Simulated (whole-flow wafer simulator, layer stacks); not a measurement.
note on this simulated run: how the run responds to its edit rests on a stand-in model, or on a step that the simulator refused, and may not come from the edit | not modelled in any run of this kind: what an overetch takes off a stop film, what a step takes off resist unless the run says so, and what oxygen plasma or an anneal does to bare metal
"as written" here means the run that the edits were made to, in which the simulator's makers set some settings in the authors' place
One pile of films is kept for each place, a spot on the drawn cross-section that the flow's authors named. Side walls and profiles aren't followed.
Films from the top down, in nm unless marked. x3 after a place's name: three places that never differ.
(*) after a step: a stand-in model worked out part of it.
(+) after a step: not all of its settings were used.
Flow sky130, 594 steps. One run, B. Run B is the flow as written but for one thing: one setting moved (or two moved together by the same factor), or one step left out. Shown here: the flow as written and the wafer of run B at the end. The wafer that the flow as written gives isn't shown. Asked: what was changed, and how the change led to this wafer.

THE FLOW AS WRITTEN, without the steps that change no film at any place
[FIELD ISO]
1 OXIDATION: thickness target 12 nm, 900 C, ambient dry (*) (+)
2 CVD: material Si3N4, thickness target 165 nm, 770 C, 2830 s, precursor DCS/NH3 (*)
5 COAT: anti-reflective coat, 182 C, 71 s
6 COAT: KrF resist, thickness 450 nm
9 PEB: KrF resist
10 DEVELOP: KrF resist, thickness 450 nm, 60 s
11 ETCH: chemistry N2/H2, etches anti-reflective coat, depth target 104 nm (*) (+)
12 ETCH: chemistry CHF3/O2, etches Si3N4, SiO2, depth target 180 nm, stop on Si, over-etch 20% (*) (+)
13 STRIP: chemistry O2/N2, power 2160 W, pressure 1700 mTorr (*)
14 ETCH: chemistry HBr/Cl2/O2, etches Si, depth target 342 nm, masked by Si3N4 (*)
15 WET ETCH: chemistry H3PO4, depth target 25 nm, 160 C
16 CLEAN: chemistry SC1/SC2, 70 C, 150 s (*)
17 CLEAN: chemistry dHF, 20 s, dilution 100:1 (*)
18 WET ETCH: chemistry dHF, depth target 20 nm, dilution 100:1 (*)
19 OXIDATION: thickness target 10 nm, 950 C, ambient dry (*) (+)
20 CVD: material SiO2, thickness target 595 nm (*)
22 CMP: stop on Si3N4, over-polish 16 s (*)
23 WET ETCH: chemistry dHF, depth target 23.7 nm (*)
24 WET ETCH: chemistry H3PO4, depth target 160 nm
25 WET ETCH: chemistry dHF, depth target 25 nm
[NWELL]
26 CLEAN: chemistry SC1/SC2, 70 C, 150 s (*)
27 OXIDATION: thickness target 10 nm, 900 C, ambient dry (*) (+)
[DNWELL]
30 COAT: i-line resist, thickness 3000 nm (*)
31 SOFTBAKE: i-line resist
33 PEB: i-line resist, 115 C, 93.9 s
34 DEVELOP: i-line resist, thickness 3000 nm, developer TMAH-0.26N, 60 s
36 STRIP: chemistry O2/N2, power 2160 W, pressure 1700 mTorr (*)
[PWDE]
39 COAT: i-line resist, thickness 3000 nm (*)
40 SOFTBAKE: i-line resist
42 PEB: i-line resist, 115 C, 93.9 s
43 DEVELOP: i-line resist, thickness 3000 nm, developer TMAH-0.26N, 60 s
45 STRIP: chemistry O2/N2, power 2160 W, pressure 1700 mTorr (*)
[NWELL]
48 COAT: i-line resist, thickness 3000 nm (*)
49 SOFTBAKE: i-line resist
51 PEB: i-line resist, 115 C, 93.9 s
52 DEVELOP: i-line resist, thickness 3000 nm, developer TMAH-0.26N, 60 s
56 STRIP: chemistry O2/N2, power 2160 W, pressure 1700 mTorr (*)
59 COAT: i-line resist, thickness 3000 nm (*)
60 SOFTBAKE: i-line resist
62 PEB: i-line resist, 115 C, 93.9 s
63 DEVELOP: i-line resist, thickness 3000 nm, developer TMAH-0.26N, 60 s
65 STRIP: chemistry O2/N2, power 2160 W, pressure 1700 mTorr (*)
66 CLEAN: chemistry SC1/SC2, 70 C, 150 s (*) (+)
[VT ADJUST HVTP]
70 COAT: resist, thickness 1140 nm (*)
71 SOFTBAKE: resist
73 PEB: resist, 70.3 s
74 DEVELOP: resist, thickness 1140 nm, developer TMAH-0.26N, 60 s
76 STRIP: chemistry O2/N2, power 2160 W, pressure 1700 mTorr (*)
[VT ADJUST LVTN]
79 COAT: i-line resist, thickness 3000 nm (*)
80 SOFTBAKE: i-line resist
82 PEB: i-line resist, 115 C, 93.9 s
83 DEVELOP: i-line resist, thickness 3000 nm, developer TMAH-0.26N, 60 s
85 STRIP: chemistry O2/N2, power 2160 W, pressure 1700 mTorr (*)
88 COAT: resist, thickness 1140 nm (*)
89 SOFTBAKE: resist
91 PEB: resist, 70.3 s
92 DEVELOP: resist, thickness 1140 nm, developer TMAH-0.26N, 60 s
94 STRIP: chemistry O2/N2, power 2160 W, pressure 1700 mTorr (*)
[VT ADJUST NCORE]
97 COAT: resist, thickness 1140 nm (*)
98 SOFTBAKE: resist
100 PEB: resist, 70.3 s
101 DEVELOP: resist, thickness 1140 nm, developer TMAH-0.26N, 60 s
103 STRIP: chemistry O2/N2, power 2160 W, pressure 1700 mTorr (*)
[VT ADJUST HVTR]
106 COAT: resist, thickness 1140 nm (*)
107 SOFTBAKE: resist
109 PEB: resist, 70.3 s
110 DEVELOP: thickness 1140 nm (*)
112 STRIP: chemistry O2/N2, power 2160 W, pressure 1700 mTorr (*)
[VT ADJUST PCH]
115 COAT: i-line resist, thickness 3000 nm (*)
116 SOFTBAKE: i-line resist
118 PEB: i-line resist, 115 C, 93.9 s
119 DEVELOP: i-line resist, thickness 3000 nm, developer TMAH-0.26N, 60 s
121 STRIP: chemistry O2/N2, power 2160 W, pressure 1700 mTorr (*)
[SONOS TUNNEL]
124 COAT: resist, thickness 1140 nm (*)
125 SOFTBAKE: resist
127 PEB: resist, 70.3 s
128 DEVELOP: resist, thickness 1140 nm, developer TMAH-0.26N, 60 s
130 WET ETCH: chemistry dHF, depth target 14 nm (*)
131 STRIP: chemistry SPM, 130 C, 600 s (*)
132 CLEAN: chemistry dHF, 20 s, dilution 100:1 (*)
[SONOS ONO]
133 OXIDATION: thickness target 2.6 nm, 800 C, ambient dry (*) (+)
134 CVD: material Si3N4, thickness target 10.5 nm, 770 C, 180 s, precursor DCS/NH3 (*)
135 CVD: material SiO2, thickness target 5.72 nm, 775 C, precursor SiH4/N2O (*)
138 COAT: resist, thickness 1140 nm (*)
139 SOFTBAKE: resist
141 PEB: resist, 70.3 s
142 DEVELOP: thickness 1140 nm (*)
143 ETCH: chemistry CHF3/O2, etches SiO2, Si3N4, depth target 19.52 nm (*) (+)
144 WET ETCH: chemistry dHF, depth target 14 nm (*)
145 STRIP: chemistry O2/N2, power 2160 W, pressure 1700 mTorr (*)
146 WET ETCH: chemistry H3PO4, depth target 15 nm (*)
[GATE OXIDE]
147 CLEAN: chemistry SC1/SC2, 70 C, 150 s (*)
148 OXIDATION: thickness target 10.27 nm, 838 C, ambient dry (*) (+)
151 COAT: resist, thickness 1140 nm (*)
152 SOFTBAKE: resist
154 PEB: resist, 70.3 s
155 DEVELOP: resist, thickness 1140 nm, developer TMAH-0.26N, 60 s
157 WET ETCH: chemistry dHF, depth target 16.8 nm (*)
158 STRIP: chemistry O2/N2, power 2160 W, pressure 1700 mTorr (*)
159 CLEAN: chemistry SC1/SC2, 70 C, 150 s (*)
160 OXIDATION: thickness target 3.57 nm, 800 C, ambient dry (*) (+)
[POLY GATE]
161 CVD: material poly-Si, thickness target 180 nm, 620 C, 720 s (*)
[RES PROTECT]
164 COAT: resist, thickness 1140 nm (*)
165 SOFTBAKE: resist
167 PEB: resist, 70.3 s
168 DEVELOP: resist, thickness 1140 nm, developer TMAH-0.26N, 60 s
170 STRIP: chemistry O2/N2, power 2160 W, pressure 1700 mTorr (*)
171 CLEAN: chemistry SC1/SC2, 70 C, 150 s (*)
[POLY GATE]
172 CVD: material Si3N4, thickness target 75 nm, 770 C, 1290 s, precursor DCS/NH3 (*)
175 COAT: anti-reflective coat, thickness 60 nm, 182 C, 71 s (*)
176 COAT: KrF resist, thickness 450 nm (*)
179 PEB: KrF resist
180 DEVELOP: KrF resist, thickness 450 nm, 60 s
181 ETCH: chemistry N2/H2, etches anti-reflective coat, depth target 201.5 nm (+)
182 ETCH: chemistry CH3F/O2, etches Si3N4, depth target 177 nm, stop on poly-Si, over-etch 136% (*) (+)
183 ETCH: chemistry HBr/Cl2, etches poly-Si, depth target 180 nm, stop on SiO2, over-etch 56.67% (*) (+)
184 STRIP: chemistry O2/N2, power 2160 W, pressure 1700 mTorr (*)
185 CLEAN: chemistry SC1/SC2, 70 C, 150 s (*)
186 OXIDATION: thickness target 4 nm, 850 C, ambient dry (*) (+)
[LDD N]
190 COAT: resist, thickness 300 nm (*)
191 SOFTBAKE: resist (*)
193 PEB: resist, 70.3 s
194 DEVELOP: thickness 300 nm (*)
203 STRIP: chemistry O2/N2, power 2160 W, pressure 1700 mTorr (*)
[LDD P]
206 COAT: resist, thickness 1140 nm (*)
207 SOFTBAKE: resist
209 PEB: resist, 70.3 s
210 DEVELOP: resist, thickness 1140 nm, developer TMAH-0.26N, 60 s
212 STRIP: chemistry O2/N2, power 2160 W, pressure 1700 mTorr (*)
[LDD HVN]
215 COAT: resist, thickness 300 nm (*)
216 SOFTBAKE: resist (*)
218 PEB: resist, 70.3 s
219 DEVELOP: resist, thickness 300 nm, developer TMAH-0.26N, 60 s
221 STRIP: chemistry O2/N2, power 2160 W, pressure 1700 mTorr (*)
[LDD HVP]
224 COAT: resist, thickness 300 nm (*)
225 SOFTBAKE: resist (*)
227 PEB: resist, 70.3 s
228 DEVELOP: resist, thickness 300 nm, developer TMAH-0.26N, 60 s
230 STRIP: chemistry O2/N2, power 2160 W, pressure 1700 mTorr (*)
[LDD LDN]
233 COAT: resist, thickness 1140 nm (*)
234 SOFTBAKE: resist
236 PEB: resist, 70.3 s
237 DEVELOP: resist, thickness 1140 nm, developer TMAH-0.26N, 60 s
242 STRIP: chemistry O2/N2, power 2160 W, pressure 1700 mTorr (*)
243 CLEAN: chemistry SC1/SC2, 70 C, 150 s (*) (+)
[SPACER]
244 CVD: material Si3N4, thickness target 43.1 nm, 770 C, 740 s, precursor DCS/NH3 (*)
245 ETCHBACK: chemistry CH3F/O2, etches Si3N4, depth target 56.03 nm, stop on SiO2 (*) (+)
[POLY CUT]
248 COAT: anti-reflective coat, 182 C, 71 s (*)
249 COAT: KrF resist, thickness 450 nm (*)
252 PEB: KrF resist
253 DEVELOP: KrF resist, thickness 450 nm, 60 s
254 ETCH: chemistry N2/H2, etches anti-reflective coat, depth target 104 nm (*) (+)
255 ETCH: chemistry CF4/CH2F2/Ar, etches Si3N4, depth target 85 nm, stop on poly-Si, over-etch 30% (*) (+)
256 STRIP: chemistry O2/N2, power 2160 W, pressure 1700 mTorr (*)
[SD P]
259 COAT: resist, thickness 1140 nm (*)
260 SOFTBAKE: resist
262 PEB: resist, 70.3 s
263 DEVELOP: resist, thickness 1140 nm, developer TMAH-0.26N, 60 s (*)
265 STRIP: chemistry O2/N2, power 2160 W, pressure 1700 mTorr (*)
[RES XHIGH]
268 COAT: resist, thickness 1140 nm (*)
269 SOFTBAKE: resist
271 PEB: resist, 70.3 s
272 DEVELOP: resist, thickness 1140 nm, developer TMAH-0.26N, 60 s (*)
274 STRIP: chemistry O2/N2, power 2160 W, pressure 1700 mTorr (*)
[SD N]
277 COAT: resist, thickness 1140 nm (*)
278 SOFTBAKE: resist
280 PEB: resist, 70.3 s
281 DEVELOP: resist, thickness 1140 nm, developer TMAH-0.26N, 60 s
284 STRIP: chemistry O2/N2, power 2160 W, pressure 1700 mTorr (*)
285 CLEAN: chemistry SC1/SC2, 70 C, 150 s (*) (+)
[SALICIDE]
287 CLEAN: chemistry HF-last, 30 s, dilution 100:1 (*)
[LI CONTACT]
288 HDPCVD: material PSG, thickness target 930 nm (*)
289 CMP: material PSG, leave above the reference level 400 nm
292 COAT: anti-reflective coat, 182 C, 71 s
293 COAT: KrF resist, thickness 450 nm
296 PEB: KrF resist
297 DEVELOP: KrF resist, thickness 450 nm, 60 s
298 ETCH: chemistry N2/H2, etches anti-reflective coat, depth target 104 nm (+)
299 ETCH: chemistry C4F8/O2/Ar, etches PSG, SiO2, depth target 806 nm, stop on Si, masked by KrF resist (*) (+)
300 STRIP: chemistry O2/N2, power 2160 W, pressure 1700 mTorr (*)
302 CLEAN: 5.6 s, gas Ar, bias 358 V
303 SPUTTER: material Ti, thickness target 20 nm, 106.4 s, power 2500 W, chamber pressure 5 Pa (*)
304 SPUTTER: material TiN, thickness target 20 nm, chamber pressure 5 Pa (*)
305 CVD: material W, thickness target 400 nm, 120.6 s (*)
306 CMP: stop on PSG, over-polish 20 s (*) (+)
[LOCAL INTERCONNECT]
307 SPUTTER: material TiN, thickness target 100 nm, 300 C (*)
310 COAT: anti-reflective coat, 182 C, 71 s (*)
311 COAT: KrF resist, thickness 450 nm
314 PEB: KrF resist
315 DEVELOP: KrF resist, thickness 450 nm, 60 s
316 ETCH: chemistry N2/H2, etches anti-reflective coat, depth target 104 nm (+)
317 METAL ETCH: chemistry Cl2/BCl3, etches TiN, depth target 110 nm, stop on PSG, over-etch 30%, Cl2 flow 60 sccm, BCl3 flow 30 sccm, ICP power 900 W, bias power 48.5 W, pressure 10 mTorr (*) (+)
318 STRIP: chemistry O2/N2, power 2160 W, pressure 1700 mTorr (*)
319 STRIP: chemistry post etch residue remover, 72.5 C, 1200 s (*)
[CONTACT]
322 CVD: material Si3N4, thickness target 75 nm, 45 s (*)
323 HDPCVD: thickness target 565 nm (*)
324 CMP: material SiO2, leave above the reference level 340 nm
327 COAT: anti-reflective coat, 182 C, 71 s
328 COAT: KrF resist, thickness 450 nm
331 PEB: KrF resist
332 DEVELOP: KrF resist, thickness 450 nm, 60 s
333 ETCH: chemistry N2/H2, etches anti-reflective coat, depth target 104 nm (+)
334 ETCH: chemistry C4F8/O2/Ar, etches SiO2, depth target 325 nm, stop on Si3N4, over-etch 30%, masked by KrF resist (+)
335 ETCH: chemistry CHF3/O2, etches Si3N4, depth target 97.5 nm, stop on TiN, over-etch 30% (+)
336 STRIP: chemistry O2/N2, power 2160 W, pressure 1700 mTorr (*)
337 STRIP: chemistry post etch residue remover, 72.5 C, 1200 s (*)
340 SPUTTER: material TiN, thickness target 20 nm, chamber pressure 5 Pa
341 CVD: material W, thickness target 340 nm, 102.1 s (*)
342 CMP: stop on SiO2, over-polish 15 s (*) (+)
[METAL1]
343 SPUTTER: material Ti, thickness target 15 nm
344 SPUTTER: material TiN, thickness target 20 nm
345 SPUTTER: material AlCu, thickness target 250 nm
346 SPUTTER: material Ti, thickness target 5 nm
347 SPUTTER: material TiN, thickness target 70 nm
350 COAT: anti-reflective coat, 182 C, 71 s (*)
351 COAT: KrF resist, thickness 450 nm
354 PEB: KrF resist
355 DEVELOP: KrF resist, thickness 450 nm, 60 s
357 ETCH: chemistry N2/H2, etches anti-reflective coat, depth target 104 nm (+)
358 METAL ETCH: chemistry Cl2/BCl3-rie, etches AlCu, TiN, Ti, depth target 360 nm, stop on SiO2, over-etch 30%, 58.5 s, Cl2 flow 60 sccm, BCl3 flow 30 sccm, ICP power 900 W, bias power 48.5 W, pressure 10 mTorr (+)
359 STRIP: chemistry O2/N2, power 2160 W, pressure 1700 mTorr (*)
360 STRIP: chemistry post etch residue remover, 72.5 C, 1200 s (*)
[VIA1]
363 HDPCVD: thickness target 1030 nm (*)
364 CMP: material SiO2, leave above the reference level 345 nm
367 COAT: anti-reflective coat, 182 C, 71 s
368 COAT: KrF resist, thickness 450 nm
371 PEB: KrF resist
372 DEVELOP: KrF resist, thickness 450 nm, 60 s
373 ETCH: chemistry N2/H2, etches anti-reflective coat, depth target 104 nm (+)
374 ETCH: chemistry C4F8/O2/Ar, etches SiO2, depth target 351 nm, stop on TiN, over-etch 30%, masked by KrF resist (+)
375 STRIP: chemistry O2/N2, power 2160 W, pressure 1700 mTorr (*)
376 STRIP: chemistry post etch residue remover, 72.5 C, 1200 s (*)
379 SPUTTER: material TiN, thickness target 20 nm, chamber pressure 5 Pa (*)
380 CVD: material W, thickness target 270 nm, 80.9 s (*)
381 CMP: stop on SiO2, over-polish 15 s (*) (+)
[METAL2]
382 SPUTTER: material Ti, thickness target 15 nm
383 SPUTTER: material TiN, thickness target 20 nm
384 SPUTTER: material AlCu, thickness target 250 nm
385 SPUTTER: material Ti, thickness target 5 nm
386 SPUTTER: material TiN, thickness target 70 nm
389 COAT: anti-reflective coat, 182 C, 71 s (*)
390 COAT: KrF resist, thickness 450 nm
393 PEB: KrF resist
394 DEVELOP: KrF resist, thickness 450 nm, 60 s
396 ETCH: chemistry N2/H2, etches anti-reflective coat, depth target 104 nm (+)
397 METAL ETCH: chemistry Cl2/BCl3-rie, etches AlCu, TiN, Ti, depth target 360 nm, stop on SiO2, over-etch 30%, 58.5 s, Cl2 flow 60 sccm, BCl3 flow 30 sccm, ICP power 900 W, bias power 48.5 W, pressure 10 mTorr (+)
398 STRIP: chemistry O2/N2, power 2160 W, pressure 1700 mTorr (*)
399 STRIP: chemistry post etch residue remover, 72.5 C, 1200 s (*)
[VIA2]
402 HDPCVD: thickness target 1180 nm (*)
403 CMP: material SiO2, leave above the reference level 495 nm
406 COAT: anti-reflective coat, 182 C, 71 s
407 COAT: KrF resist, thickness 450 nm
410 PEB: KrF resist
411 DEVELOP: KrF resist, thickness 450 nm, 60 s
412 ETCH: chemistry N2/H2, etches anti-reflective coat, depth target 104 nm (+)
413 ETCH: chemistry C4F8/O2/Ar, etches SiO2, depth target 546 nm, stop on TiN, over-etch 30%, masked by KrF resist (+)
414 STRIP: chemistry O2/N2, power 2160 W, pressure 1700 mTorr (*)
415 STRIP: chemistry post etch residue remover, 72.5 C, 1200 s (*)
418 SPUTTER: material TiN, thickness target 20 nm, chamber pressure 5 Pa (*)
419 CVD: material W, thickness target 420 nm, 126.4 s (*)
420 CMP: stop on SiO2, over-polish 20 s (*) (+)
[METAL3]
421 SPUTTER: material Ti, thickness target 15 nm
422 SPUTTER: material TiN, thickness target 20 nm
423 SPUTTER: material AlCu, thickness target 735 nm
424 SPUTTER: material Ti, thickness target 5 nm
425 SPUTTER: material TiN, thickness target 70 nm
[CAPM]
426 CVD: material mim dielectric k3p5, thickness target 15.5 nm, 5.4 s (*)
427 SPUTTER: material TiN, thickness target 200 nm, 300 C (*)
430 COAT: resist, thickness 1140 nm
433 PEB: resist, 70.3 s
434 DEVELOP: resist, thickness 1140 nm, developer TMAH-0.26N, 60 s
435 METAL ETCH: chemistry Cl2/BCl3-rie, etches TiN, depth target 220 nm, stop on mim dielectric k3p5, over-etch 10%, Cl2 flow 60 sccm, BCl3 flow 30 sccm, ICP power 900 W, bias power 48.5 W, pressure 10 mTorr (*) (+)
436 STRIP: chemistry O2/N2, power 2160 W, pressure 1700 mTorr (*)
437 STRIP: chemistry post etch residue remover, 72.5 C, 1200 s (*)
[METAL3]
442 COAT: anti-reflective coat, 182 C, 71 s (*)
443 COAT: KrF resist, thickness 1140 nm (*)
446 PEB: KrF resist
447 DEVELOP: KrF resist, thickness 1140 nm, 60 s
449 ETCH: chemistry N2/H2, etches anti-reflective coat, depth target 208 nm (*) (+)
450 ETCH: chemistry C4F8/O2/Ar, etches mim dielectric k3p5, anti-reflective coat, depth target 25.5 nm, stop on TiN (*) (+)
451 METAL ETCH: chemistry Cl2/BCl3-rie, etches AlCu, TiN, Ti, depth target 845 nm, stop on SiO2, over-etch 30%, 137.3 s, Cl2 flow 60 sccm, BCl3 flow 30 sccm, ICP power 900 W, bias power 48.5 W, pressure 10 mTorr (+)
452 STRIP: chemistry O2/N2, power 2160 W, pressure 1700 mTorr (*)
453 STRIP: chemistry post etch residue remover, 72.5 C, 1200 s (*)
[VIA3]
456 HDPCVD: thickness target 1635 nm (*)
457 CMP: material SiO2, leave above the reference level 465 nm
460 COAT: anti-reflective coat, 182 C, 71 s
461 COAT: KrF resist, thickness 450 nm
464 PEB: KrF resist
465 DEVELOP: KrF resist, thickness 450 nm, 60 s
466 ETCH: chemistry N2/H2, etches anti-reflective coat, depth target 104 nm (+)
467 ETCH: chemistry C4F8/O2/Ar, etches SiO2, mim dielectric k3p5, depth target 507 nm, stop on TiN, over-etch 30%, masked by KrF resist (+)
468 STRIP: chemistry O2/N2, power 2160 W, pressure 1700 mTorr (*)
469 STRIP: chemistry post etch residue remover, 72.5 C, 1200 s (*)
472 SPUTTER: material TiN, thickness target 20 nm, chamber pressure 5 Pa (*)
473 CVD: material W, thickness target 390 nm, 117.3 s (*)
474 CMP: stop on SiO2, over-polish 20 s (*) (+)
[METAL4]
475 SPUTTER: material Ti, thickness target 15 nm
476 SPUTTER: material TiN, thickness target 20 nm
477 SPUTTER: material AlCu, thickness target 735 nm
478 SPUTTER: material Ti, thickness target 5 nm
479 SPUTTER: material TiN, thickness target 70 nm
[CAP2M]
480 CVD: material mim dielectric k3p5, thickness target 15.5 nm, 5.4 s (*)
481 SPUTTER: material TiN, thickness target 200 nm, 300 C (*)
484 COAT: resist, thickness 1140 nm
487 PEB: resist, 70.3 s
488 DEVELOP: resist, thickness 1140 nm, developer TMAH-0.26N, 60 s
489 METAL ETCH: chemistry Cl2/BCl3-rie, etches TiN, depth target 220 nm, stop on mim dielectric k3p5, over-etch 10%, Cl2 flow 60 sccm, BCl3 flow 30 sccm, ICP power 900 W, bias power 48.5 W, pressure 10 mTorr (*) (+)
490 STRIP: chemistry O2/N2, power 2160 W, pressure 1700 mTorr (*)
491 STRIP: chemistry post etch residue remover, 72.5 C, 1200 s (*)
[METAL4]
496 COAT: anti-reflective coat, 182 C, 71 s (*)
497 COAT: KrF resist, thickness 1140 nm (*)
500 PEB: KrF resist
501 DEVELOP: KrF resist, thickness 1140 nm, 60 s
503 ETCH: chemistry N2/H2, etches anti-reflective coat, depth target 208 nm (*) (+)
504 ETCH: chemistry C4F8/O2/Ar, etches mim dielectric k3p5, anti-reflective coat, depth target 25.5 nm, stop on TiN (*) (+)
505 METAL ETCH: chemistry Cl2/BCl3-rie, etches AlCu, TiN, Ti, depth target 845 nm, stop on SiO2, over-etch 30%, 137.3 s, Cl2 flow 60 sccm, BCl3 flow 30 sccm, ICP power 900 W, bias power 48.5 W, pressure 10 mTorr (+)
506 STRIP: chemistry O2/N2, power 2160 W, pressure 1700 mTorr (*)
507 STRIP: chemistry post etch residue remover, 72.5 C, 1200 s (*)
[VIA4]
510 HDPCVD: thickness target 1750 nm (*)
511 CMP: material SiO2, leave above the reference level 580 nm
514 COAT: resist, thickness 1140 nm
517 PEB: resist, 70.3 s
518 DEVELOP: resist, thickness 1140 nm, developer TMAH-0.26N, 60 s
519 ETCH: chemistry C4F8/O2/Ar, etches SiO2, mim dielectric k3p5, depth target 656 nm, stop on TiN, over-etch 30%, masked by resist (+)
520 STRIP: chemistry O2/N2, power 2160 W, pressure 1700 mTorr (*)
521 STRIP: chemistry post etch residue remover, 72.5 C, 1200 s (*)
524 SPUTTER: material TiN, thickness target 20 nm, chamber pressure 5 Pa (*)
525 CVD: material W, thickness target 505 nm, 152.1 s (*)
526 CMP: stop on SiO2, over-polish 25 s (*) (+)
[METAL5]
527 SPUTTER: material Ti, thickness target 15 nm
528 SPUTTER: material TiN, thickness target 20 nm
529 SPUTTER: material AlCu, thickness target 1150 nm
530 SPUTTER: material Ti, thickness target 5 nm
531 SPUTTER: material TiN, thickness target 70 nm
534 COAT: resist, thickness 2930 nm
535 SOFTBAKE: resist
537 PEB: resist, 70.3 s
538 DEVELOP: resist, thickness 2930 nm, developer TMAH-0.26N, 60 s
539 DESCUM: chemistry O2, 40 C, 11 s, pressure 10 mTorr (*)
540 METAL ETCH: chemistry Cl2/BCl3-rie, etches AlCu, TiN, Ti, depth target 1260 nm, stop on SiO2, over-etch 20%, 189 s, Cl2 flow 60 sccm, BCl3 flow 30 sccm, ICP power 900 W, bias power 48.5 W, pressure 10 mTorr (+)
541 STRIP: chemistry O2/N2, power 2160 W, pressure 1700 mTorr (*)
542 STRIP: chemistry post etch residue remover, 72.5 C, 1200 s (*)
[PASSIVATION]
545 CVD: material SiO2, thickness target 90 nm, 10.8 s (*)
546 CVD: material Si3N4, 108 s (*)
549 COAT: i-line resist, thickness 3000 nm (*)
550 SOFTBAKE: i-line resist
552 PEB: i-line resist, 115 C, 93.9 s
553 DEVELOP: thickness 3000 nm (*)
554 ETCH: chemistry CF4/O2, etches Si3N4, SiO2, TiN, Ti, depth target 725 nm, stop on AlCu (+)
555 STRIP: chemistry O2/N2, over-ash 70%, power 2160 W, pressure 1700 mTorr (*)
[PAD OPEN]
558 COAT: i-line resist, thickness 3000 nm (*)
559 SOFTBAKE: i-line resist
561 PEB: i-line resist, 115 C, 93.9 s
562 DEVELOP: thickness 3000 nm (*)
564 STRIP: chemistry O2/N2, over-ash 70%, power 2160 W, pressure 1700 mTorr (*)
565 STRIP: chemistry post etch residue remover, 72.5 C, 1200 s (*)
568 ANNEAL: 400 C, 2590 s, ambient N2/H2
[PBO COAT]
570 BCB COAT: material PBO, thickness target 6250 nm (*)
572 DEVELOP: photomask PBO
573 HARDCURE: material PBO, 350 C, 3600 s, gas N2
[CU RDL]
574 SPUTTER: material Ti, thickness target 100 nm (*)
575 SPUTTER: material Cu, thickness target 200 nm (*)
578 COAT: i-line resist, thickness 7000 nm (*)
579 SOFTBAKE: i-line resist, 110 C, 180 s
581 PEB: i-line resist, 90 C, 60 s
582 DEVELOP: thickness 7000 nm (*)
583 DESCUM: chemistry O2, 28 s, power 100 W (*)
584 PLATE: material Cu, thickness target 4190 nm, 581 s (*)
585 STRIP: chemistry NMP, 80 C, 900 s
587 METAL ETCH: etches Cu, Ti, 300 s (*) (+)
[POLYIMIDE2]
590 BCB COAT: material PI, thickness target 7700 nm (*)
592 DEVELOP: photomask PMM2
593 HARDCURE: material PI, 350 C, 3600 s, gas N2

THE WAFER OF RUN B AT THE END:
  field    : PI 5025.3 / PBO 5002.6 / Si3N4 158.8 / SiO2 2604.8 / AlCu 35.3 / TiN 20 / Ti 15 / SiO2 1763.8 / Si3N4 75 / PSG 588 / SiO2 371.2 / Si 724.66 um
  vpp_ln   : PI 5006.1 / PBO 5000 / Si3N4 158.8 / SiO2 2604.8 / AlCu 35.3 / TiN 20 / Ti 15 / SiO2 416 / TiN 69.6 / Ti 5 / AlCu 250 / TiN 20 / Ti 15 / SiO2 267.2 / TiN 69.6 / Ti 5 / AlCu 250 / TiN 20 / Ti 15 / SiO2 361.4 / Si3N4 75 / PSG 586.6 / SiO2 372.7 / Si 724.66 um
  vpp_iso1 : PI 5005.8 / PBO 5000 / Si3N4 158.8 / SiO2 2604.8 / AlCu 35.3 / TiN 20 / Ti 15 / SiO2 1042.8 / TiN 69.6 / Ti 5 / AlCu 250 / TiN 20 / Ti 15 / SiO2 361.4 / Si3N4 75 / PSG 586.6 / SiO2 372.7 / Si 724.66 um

The cause: step 451, METAL ETCH: depth target 591.5 nm was run, where the flow has depth target 845 nm; step 451, METAL ETCH: 96.1 s was run, where the flow has 137.3 s.

How the change led to this, step by step:
  451 METAL ETCH: chemistry Cl2/BCl3-rie, etches AlCu, TiN, Ti, depth target 845 nm, stop on SiO2, over-etch 30%, 137.3 s, Cl2 flow 60 sccm, BCl3 flow 30 sccm, ICP power 900 W, bias power 48.5 W, pressure 10 mTorr (+)
      field, gate, spacer and 68 more: TiN -70 (all of it), Ti -5 (all of it), AlCu -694 (as written it would be: TiN -70 (all of it), Ti -5 (all of it), AlCu -735 (all of it), TiN -20 (all of it), Ti -15 (all of it), SiO2 -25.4)
      active, vpp_ln, vpp_iso2 and 11 more: TiN -70 (all of it), Ti -5 (all of it), AlCu -694 (as written it would be: TiN -70 (all of it), Ti -5 (all of it), AlCu -735 (all of it), TiN -20 (all of it), Ti -15 (all of it), SiO2 -25.3)
      (and at 107 more places)
  452 STRIP: chemistry O2/N2, power 2160 W, pressure 1700 mTorr (*)
      gate_hv, dice_street, pplus_nw and 75 more: KrF resist -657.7 (all of it), anti-reflective coat -80 (all of it) (as written it would be: KrF resist -492.9 (all of it), anti-reflective coat -80 (all of it))
      n_well, p_well, sd_n, sd_p, pad, mim_edge_gap, mim_edge_gap_sheet: KrF resist -657.6 (all of it), anti-reflective coat -80 (all of it) (as written it would be: KrF resist -492.9 (all of it), anti-reflective coat -80 (all of it))
      (and at 22 more places)
  453 STRIP: chemistry post etch residue remover, 72.5 C, 1200 s (*)
      field, active, gate and 82 more: AlCu -5.72 (as written it would be: nothing)
  456 HDPCVD: thickness target 1635 nm (*)
      field, active, gate and 82 more: SiO2 +1635 (new film) (as written it would be: SiO2 +1635)
  457 CMP: material SiO2, leave above the reference level 465 nm
      field, active, gate and 82 more: SiO2 -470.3 (as written it would be: SiO2 -374.7)
Counting metal films that touch as one body, field has 1 body; the flow as written gives 0 bodies.
Counting metal films that touch as one body, vpp_ln has 3 bodies (between them, from the top down: SiO2 416; SiO2 267.2); the flow as written gives 2 bodies (between them, from the top down: SiO2 267.2).
Counting metal films that touch as one body, vpp_iso1 has 2 bodies (between them, from the top down: SiO2 1042.8); the flow as written gives 1 body.
